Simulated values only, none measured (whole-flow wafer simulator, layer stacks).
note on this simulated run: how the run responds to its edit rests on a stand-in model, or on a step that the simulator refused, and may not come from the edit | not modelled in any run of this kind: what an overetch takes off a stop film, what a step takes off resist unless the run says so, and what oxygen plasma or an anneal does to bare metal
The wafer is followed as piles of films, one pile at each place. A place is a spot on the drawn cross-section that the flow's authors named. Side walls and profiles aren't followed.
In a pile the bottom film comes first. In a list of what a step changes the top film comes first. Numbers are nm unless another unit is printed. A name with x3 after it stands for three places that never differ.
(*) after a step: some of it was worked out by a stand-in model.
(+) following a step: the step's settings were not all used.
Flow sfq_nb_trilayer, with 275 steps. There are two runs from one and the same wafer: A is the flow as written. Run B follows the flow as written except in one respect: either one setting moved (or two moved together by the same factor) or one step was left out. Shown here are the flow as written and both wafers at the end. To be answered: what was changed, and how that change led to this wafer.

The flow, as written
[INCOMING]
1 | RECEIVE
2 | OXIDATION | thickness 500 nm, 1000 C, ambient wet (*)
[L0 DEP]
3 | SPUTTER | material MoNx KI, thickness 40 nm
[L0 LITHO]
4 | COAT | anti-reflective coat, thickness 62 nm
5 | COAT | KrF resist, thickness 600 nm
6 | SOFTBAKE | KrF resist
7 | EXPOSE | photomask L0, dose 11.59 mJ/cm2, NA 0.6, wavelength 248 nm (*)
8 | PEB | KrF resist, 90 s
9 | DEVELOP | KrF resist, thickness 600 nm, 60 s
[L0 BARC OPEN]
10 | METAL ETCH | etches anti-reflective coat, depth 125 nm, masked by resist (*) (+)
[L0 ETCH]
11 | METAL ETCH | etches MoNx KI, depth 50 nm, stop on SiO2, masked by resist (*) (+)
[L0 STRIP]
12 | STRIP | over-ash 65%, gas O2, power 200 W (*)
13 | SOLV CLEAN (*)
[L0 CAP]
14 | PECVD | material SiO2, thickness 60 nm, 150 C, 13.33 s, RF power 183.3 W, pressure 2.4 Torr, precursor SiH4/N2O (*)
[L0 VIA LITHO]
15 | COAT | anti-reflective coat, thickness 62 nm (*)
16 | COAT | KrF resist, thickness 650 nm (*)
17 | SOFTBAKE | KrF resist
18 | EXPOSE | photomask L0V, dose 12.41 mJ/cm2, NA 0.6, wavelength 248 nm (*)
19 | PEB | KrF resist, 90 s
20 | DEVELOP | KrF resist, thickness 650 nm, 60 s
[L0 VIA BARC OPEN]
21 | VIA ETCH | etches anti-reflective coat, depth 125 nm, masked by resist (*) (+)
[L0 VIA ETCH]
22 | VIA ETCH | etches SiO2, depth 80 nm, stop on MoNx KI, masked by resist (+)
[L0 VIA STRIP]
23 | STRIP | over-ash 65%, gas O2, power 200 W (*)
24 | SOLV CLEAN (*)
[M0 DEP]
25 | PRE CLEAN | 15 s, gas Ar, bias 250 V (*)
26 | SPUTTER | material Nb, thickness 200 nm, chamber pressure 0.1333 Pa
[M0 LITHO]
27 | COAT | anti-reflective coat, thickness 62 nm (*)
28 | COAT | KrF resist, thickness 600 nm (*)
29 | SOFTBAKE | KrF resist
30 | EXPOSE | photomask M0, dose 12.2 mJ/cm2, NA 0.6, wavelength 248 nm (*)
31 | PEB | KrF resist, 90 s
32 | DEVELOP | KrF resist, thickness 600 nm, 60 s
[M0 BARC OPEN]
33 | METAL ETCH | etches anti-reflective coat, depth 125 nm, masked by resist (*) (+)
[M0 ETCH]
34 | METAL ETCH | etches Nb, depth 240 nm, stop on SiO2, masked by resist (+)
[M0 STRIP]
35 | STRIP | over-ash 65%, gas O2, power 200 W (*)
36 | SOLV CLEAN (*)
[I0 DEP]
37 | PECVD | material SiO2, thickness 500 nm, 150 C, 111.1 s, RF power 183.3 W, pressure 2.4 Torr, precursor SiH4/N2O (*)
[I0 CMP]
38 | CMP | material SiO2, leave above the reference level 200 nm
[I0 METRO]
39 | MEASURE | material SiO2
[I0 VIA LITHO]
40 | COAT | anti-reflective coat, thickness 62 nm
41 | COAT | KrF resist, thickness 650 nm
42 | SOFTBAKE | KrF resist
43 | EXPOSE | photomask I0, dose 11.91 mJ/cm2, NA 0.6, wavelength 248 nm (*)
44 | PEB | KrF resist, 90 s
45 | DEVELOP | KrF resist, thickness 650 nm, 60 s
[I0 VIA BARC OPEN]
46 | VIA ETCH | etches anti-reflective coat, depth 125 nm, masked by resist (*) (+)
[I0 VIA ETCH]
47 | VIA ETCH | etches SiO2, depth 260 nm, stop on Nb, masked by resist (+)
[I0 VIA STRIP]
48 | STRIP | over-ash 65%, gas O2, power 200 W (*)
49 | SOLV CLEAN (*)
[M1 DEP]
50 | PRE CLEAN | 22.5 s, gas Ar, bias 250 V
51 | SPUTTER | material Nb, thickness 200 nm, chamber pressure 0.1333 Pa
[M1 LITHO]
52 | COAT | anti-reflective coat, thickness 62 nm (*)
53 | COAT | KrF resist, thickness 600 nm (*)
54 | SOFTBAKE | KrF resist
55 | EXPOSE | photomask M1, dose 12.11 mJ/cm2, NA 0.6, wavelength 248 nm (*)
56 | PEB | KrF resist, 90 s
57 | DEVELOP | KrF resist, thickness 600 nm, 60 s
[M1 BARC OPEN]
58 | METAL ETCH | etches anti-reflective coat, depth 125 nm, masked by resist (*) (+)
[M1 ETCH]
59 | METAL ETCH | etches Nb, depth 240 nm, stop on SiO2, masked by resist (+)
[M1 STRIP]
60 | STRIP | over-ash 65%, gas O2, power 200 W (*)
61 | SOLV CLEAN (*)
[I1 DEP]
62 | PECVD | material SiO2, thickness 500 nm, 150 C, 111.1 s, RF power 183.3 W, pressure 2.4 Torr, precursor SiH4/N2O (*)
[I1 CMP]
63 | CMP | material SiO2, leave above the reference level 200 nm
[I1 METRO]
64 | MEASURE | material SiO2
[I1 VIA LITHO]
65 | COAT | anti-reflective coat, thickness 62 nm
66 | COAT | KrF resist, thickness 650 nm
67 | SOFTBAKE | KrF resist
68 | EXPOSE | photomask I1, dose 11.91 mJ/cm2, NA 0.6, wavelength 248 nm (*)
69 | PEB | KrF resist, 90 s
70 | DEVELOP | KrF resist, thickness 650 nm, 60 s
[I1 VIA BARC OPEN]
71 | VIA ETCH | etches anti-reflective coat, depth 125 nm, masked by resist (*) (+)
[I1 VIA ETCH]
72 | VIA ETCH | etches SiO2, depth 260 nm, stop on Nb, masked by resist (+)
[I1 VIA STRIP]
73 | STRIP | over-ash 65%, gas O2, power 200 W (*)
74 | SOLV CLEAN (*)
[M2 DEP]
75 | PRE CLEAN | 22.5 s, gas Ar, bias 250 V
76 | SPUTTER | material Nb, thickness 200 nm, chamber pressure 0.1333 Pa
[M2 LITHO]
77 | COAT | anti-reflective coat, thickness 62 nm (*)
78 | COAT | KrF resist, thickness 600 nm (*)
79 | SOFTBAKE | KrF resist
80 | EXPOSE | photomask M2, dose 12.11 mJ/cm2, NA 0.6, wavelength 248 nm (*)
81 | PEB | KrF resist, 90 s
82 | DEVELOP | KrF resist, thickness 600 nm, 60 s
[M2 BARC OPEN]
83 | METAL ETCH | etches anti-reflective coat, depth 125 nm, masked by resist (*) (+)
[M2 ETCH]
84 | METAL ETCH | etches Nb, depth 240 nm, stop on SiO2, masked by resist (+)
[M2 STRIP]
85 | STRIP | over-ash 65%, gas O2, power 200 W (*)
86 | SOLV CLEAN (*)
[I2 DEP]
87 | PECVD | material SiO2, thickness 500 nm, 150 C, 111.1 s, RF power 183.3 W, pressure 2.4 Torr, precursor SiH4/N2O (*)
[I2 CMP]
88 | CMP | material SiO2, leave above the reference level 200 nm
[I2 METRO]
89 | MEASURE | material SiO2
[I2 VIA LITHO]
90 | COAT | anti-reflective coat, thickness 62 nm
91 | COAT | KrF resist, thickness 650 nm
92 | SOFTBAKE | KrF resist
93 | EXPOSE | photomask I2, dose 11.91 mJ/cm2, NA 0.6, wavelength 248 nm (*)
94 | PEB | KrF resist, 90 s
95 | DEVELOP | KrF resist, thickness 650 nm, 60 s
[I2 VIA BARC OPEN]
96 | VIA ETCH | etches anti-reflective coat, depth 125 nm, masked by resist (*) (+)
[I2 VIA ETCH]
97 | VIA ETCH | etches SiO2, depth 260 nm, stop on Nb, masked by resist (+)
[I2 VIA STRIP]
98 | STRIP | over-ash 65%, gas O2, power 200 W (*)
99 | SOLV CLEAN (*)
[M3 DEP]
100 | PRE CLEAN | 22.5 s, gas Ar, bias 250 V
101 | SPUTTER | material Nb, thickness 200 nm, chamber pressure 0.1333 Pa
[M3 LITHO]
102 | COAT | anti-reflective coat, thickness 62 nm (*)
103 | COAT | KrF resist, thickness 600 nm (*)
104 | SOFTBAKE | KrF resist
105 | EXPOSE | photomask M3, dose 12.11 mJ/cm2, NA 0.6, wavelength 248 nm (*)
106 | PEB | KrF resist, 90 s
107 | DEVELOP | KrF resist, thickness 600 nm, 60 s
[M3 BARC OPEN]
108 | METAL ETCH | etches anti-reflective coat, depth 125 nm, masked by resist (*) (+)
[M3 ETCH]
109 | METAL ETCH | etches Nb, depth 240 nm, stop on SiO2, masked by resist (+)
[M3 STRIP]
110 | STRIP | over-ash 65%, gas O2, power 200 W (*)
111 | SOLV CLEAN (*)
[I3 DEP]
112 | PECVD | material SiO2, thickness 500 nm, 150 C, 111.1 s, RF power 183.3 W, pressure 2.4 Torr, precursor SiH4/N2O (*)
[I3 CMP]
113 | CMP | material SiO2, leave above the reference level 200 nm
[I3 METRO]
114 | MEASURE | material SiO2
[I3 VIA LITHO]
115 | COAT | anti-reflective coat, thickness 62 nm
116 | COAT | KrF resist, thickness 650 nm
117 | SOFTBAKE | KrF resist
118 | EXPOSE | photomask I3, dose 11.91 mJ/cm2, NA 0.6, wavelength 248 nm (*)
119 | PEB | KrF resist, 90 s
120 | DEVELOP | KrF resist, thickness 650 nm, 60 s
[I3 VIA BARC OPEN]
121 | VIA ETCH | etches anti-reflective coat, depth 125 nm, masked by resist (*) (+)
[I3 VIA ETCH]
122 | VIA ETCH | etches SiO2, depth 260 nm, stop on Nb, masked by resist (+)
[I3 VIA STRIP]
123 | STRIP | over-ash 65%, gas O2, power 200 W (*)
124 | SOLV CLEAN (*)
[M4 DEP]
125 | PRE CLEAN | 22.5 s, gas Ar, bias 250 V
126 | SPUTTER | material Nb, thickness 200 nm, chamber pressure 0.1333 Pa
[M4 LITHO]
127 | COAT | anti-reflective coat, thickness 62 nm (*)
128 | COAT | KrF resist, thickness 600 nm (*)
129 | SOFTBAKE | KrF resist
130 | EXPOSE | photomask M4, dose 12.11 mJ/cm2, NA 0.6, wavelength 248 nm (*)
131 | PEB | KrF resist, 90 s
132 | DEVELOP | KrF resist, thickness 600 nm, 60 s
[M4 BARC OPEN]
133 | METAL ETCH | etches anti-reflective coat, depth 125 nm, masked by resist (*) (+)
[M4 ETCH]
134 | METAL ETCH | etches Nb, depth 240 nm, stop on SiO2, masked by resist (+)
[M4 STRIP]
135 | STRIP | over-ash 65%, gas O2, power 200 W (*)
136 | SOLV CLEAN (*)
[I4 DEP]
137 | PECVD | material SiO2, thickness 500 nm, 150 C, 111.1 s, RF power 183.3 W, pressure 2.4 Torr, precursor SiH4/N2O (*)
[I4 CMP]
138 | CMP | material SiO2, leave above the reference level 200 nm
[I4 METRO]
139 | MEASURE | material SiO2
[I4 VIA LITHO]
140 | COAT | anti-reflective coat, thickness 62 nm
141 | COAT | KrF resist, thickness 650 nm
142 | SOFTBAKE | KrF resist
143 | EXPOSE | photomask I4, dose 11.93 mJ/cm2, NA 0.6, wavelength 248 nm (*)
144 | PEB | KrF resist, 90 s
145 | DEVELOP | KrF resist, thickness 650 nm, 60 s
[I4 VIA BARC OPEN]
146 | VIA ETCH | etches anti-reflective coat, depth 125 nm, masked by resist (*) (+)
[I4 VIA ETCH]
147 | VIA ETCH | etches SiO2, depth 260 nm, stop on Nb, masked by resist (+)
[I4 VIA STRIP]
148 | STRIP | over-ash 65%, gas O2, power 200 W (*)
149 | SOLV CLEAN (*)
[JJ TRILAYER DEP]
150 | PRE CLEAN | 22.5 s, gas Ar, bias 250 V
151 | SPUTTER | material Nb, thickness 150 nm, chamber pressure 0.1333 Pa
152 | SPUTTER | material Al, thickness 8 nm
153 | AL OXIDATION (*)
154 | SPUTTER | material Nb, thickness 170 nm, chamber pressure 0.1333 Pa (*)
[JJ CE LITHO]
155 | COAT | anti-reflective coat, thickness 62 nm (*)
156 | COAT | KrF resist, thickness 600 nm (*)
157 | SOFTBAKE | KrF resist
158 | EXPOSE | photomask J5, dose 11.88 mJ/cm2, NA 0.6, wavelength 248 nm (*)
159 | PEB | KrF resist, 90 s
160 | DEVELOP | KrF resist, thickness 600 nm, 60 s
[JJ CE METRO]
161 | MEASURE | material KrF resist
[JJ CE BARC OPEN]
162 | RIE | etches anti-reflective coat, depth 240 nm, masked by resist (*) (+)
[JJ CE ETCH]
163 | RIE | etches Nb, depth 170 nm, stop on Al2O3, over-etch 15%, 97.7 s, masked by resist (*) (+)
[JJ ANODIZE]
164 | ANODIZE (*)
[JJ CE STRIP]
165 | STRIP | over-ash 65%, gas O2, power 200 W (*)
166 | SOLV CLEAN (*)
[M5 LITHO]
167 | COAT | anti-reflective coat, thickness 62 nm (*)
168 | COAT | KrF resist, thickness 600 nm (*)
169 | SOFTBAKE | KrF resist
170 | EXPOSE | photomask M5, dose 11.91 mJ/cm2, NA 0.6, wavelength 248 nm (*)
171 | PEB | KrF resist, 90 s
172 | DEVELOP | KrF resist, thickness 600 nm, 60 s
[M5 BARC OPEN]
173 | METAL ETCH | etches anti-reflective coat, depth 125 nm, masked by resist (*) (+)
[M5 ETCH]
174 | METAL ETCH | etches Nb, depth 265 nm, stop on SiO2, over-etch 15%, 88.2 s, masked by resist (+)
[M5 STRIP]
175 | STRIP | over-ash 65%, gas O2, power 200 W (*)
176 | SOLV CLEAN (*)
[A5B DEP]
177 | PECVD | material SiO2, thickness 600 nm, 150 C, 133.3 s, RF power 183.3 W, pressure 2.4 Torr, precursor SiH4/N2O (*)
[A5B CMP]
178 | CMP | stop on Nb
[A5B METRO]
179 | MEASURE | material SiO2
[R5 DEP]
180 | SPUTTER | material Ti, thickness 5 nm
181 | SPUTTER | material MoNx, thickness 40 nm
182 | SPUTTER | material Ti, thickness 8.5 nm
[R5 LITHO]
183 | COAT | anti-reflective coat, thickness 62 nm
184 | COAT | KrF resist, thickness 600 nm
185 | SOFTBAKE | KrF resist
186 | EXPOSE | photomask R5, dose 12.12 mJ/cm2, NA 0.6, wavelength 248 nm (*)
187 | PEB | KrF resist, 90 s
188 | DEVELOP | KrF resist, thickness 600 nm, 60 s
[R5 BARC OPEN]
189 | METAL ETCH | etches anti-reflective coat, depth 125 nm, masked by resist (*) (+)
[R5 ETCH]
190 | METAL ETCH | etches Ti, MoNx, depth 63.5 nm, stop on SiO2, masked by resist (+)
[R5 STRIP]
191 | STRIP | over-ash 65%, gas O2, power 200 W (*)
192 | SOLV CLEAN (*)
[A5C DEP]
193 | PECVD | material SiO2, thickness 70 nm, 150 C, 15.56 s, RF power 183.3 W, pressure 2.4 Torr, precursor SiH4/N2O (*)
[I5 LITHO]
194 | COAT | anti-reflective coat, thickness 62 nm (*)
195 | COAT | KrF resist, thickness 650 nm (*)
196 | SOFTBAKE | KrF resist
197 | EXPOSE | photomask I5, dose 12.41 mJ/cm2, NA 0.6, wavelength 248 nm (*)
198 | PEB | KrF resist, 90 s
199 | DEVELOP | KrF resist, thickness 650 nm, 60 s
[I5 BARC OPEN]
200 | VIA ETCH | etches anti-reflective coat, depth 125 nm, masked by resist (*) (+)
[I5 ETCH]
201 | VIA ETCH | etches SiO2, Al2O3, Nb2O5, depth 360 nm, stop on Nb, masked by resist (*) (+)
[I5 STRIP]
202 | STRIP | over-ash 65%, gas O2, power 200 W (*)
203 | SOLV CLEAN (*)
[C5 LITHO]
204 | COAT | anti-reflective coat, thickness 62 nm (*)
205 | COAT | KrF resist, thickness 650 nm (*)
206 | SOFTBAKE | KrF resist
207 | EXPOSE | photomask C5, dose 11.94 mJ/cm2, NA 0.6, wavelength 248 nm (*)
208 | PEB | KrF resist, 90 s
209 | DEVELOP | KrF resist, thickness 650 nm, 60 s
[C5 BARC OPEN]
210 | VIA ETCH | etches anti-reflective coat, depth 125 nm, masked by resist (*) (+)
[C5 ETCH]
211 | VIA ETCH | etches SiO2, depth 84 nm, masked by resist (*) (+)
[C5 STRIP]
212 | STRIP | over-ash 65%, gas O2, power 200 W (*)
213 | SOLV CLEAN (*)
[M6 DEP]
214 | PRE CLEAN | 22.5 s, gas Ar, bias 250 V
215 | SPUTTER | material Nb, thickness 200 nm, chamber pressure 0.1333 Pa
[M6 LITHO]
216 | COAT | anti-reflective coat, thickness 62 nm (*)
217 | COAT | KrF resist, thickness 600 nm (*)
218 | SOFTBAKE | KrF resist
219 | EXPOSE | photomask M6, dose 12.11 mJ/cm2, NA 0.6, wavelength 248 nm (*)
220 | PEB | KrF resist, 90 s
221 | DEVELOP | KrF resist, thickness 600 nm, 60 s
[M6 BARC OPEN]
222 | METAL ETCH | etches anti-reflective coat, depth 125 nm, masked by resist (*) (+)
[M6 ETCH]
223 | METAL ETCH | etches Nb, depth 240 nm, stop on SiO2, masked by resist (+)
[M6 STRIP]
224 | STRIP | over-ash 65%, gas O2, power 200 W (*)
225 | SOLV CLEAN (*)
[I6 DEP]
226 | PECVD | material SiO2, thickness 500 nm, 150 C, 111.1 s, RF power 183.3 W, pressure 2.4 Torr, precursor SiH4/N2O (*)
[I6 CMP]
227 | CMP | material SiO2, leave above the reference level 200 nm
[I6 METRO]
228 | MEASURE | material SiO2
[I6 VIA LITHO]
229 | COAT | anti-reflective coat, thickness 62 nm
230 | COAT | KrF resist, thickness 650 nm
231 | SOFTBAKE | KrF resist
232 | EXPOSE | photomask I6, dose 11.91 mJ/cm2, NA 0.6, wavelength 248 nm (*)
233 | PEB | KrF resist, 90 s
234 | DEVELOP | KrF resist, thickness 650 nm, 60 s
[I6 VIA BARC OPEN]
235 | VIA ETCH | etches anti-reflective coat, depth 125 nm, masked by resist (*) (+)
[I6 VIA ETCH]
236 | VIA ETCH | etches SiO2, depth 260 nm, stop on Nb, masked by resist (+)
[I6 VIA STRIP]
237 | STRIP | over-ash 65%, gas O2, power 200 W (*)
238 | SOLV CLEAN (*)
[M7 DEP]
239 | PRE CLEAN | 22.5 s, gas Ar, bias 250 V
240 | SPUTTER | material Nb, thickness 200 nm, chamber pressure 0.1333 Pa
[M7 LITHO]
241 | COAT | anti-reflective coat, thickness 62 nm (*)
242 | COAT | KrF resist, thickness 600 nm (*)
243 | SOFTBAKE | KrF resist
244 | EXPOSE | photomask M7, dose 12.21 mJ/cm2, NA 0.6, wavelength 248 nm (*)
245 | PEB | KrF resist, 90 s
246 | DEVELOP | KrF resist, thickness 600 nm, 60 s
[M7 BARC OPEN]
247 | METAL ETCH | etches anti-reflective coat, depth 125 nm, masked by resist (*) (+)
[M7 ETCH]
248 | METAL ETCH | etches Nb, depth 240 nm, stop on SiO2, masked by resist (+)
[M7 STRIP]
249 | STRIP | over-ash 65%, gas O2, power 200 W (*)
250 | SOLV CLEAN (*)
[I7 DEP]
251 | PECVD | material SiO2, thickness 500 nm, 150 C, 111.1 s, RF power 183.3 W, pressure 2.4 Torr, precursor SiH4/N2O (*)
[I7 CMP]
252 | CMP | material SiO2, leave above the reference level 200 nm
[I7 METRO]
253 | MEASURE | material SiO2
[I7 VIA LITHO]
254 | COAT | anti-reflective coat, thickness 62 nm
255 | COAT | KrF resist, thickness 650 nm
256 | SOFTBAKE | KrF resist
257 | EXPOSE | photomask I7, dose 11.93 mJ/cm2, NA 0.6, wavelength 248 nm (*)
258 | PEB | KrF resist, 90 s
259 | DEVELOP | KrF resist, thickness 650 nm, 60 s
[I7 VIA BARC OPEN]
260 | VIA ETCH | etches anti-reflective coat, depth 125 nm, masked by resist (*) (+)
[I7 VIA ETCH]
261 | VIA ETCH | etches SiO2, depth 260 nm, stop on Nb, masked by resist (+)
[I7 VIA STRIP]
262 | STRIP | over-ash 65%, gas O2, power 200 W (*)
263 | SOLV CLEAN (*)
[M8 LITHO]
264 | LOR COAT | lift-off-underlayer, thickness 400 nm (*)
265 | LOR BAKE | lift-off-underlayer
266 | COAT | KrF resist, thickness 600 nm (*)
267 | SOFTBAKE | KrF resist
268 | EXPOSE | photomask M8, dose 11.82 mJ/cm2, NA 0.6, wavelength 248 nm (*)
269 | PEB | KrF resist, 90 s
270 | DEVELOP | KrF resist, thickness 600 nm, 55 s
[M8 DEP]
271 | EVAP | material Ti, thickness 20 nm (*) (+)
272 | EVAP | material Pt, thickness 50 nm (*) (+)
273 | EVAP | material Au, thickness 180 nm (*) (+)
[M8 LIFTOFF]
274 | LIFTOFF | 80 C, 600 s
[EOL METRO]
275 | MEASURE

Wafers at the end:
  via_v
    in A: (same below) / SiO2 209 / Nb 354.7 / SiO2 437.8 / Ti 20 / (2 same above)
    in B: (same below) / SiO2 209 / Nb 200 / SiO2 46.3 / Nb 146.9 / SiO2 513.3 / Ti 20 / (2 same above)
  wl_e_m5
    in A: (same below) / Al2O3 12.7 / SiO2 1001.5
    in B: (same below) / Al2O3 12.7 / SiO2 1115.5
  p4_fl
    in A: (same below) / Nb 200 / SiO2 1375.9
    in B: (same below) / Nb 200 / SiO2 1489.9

Cause: step 227, CMP: leave above the reference level 314 nm was run, while the flow as written has leave above the reference level 200 nm.

Step by step, how the change led to this:
  227 | CMP | material SiO2, leave above the reference level 200 nm
      field_l, p4_fl, p4_fm and 59 more: A SiO2 loses 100 | B nothing
      moat, field_r, lsp_l, ln_m5, lsp_m: A SiO2 loses 93.6 | B nothing
      (and at 39 other places as well)
  229 | COAT | anti-reflective coat, thickness 62 nm
      wl_c_sl, wl_c_sr, wl_f_sl, wl_f_sr: A anti-reflective coat gains 62 (new film) | B anti-reflective coat gains 63.9 (new film)
      m0r_space_l, m0r_space_r, m7r_space_l, m7r_space_r: A anti-reflective coat gains 62 (new film) | B anti-reflective coat gains 64 (new film)
      (and at 22 other places as well)
  236 | VIA ETCH | etches SiO2, depth 260 nm, stop on Nb, masked by resist (+)
      via_v: A SiO2 loses 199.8 (all of it) | B SiO2 loses 260
  237 | STRIP | over-ash 65%, gas O2, power 200 W (*)
      m0r_space_l, m0r_space_r, m7r_space_l, m7r_space_r: A KrF resist loses 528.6 (all of it), anti-reflective coat loses 62 (all of it) | B KrF resist loses 530.6 (all of it), anti-reflective coat loses 64 (all of it)
      wl_c_sl, wl_c_sr, wl_f_sl: A KrF resist loses 528.6 (all of it), anti-reflective coat loses 62 (all of it) | B KrF resist loses 530.4 (all of it), anti-reflective coat loses 63.9 (all of it)
      (and at 23 other places as well)
  239 | PRE CLEAN | 22.5 s, gas Ar, bias 250 V
      via_v: A Nb loses 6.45 | B SiO2 loses 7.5
  240 | SPUTTER | material Nb, thickness 200 nm, chamber pressure 0.1333 Pa
      via_v: A Nb gains 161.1 | B Nb gains 146.9 (new film)
  241 | COAT | anti-reflective coat, thickness 62 nm (*)
      wl_c_sl, wl_c_sr, wl_f_sl, wl_f_sr, m0r_space_l, m0r_space_r, m7r_space_l, m7r_space_r: A anti-reflective coat gains 62 (new film) | B anti-reflective coat gains 63.8 (new film)
      wl_c_m6, wl_f_m6: A anti-reflective coat gains 62 (new film) | B anti-reflective coat gains 57.5 (new film)
      (and at 27 other places as well)
  242 | COAT | KrF resist, thickness 600 nm (*)
      via_v: A KrF resist gains 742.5 (new film) | B KrF resist gains 799.2 (new film)
  247 | METAL ETCH | etches anti-reflective coat, depth 125 nm, masked by resist (*) (+)
      wl_c_sl, wl_c_sr, m0r_space_l, m0r_space_r, m7r_space_l, m7r_space_r: A anti-reflective coat loses 62 (all of it) | B anti-reflective coat loses 63.8 (all of it)
      m5r_linepad_l, m5r_linepad_r: A anti-reflective coat loses 62 (all of it) | B anti-reflective coat loses 67.5 (all of it)
      (and at 9 other places as well)
  249 | STRIP | over-ash 65%, gas O2, power 200 W (*)
      v_sur: A KrF resist loses 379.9 (all of it), anti-reflective coat loses 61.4 (all of it) | B KrF resist loses 374.9 (all of it), anti-reflective coat loses 57.6 (all of it)
      via_wl: A KrF resist loses 379.3 (all of it), anti-reflective coat loses 61.3 (all of it) | B KrF resist loses 372.9 (all of it), anti-reflective coat loses 59.7 (all of it)
      (and at 19 other places as well)
  251 | PECVD | material SiO2, thickness 500 nm, 150 C, 111.1 s, RF power 183.3 W, pressure 2.4 Torr, precursor SiH4/N2O (*)
      via_v: A SiO2 gains 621 (new film) | B SiO2 gains 670.3 (new film)
  252 | CMP | material SiO2, leave above the reference level 200 nm
      field_l, p4_fl, p4_fm and 46 more: A SiO2 loses 100 | B SiO2 loses 86
      wl_a_sr, wl_b_sl, wl_b_m5 and 8 more: A SiO2 loses 300 | B SiO2 loses 286
      (and at 11 other places as well)
With metal films that touch counted as one body, via_v has 7 bodies (between them, from the top down: SiO2 513.3; SiO2 46.3; SiO2 209 / Al2O3 12.7 / Nb2O5 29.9; SiO2 425.9; SiO2 416.9; SiO2 192.5); the flow as written gives 6 bodies (between them, from the top down: SiO2 437.8; SiO2 209 / Al2O3 12.7 / Nb2O5 29.9; SiO2 425.9; SiO2 416.9; SiO2 192.5).
